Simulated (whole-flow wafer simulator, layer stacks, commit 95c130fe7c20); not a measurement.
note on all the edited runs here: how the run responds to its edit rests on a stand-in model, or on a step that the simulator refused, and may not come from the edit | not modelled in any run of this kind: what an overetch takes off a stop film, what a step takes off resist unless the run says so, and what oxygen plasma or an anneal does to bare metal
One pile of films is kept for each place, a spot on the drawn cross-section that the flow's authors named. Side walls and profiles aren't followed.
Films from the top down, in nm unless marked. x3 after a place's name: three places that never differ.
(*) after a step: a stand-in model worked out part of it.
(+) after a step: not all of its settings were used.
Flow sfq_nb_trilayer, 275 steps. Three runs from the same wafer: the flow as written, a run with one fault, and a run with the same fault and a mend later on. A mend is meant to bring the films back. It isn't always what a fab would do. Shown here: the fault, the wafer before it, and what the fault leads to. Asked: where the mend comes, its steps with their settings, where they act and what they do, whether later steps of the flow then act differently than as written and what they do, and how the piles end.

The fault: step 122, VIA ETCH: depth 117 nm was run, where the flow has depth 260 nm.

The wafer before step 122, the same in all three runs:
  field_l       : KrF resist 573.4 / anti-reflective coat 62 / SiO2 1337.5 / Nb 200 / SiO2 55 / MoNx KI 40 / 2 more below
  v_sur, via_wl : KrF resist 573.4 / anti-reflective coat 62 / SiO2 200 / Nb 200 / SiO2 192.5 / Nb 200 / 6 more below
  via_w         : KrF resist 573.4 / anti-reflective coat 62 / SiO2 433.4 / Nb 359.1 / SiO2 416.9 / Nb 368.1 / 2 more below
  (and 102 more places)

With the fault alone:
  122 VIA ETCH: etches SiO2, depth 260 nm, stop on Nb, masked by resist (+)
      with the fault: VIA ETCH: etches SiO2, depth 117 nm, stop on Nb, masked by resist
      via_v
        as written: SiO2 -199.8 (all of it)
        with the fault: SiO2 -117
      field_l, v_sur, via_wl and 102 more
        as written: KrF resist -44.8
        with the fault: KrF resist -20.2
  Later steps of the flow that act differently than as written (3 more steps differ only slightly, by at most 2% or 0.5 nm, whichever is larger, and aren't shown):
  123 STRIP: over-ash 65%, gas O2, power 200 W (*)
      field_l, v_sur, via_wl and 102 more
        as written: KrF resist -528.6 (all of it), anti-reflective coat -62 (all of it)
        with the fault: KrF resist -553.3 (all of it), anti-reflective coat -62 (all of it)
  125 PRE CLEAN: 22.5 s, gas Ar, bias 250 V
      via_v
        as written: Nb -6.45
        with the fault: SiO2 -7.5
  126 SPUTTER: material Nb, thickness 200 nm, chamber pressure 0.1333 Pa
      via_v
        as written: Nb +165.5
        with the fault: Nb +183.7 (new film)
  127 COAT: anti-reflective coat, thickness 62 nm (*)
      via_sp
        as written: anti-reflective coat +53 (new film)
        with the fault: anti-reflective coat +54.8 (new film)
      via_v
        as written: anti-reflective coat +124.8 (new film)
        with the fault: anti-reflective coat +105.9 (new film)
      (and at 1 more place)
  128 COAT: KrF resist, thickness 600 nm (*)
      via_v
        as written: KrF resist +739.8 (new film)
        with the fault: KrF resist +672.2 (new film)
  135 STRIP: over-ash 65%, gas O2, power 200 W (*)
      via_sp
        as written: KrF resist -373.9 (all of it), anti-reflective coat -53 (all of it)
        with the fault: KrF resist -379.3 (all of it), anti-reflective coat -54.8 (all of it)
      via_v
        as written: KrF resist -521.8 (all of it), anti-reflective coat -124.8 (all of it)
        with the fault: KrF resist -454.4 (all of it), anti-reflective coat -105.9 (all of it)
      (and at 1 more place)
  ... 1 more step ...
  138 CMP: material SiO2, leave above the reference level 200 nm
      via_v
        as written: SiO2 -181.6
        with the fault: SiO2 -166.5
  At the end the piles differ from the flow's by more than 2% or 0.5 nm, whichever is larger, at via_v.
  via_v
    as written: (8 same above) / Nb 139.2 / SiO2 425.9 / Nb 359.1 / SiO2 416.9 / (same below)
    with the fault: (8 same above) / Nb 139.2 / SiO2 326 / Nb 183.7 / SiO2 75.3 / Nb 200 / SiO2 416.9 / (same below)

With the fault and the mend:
  The mend comes after step 123.
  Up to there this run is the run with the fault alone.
  123a COAT: anti-reflective coat, thickness 62 nm (*) (the flow's step 115 once more)
      p4_fl x3, p4_w1 x9, p4_g1 x2 and 63 more
        anti-reflective coat +62 (new film)
      ce_r, sp_r, be_r and 12 more
        anti-reflective coat +61.9 (new film)
      field_l, v_sur, gap, jj_sur, ce_l, c5j
        anti-reflective coat +61.8 (new film)
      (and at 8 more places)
  123b COAT: KrF resist, thickness 650 nm (*) (the flow's step 116 once more)
      p4_fl x3, p4_w1 x9, p4_g1 x2 and 63 more
        KrF resist +650 (new film)
      moat, field_r, lsp_l, ln_m5, lsp_m, ln_m6, l0v
        KrF resist +649.7 (new film)
      be_r, r_sur
        KrF resist +649.5 (new film)
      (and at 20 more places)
  123c SOFTBAKE: KrF resist (the flow's step 117 once more)
      changes no film at any place that is followed
  123d EXPOSE: photomask I3, dose 11.91 mJ/cm2, NA 0.6, wavelength 248 nm (*) (the flow's step 118 once more)
      changes no film at any place that is followed
  123e PEB: KrF resist, 90 s (the flow's step 119 once more)
      via_sp, wire, ce_l and 93 more
        KrF resist -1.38
      field_l, v_sur, via_wl, via_w, be, be_sur, gap, jj_sur
        KrF resist -1.37
      via_wr
        KrF resist -1.36
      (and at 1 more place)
  123f DEVELOP: KrF resist, thickness 650 nm, 60 s (the flow's step 120 once more)
      field_l, v_sur, via_wl and 102 more
        KrF resist -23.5
      via_v
        KrF resist -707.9 (all of it)
  123g VIA ETCH: etches anti-reflective coat, depth 125 nm, masked by resist (+) (the flow's step 121 once more)
      field_l, v_sur, via_wl and 102 more
        KrF resist -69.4
      via_v
        anti-reflective coat -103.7 (all of it), SiO2 -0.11
  123h VIA ETCH: etches SiO2, depth 143 nm, stop on Nb, masked by resist (+) (the flow's step 122 once more, with other settings)
      field_l, v_sur, via_wl and 102 more
        KrF resist -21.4
      via_v
        SiO2 -82.7 (all of it)
  123i STRIP: over-ash 65%, gas O2, power 200 W (*) (the flow's step 123 once more)
      p4_fl x3, p4_w1 x9, p4_g1 x2 and 63 more
        KrF resist -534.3 (all of it), anti-reflective coat -62 (all of it)
      lsp_l, ln_m5, lsp_m, ln_m6, lsp_r, l0_sur, l0v
        KrF resist -534 (all of it), anti-reflective coat -61.9 (all of it)
      res, r_end, moat, field_r
        KrF resist -533.9 (all of it), anti-reflective coat -61.9 (all of it)
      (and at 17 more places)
  No later step of the flow acts differently than as written at any place that is followed.
  At the end the piles are the same as the flow's at every place that both follow.
